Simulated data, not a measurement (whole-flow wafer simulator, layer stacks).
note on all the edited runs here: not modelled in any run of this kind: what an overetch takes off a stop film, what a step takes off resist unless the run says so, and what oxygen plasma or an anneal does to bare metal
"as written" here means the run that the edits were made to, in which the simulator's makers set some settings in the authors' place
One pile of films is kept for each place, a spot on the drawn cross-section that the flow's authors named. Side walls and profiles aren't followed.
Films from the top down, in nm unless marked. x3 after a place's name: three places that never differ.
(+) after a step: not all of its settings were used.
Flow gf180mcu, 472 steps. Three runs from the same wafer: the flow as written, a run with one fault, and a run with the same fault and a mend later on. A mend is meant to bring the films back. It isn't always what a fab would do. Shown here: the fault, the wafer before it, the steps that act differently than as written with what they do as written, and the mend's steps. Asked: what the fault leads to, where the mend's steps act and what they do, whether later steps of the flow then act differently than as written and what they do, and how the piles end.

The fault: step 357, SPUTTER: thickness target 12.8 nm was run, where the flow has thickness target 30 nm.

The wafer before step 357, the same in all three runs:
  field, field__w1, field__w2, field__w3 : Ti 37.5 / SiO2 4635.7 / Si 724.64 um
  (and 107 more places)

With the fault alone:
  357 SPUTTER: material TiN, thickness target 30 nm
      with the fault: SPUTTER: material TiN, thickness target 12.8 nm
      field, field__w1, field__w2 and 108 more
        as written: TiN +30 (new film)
        with the fault: TiN +12.8 (new film)
  Later steps of the flow that act differently than as written:
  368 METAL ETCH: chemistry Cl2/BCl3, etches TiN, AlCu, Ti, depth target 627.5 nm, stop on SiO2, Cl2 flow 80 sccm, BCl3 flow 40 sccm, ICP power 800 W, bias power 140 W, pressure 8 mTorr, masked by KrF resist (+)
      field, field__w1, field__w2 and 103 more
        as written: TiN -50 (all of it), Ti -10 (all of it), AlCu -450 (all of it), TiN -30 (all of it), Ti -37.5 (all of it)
        with the fault: TiN -50 (all of it), Ti -10 (all of it), AlCu -450 (all of it), TiN -12.8 (all of it), Ti -37.5 (all of it)
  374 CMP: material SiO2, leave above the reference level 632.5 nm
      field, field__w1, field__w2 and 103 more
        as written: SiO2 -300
        with the fault: SiO2 -317.2
  At the end the piles differ from the flow's by more than 2% or 0.5 nm, whichever is larger, at field__w8, contact, m1, m1__w1, m1_nw.
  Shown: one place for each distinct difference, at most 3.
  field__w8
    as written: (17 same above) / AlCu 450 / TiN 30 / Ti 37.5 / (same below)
    with the fault: (17 same above) / AlCu 450 / TiN 12.8 / Ti 37.5 / (same below)
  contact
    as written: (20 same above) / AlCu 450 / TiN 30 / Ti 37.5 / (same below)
    with the fault: (20 same above) / AlCu 450 / TiN 12.8 / Ti 37.5 / (same below)

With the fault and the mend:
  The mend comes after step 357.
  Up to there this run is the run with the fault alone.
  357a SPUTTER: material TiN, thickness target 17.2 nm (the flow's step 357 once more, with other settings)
      field, field__w1, field__w2 and 108 more
        TiN +17.2
  No later step of the flow acts differently than as written at any place that is followed.
  At the end the piles are the same as the flow's at every place that both follow.
